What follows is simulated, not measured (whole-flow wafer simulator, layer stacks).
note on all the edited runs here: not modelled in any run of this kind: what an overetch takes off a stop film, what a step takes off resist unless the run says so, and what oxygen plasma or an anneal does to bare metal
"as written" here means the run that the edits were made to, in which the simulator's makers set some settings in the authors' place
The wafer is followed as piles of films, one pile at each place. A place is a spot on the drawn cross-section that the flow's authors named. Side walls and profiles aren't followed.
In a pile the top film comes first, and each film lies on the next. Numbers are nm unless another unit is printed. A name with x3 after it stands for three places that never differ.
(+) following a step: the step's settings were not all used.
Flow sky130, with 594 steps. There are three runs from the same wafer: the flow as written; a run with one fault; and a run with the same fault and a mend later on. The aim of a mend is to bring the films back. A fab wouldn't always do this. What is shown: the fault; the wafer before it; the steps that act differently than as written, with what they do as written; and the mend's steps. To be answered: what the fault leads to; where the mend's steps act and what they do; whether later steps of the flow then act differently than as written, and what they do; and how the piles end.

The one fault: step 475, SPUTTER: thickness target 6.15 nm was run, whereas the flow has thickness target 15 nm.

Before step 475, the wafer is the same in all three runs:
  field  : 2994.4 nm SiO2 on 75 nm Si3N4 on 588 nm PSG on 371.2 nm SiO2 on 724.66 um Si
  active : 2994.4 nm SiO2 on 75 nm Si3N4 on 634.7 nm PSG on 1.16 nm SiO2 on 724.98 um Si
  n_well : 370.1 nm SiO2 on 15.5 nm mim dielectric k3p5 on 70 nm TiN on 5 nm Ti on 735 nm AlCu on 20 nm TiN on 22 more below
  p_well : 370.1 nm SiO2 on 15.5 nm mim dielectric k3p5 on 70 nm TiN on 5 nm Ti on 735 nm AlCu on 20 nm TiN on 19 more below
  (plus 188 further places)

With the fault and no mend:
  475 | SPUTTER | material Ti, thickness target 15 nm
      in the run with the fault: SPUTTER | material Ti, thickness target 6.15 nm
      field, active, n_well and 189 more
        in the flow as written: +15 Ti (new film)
        in the run with the fault: +6.15 Ti (new film)
  Steps later in the flow that act otherwise than as written (11 more steps, not shown, differ only slightly: by at most 2% or 0.5 nm, whichever is larger):
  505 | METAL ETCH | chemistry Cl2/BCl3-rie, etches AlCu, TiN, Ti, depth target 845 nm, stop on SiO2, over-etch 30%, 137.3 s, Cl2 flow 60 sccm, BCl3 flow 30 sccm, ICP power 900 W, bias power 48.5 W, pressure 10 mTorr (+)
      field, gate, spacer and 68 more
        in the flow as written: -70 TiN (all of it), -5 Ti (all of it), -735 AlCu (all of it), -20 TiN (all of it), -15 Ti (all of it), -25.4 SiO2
        in the run with the fault: -70 TiN (all of it), -5 Ti (all of it), -735 AlCu (all of it), -20 TiN (all of it), -6.15 Ti (all of it), -26.2 SiO2
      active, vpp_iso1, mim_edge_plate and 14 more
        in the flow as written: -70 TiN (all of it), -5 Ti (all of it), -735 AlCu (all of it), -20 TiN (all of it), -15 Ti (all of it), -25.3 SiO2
        in the run with the fault: -70 TiN (all of it), -5 Ti (all of it), -735 AlCu (all of it), -20 TiN (all of it), -6.15 Ti (all of it), -26.2 SiO2
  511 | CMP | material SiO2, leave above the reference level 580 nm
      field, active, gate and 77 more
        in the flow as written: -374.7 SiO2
        in the run with the fault: -382.6 SiO2
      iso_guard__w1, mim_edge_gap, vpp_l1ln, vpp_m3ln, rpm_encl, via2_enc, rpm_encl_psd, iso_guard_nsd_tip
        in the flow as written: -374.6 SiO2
        in the run with the fault: -382.6 SiO2
  By the end, the piles at n_well, p_well, gate_hv and 102 more depart from the flow's by more than 2% or 0.5 nm, whichever is larger.
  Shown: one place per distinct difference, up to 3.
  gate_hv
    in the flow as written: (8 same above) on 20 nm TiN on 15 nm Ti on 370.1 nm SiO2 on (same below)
    in the run with the fault: (8 same above) on 20 nm TiN on 6.15 nm Ti on 370.1 nm SiO2 on (same below)
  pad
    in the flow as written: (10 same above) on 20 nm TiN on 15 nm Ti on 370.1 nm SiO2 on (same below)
    in the run with the fault: (10 same above) on 20 nm TiN on 6.15 nm Ti on 370.1 nm SiO2 on (same below)
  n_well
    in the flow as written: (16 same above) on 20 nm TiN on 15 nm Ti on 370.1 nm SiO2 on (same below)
    in the run with the fault: (16 same above) on 20 nm TiN on 6.15 nm Ti on 370.1 nm SiO2 on (same below)

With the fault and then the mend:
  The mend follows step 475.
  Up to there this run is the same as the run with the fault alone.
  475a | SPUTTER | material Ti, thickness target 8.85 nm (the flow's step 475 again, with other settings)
      field, active, n_well and 189 more
        +8.85 Ti
  Every later step of the flow that is run acts as written at every place that is followed.
  At every place that both follow, the piles at the end match the flow's.
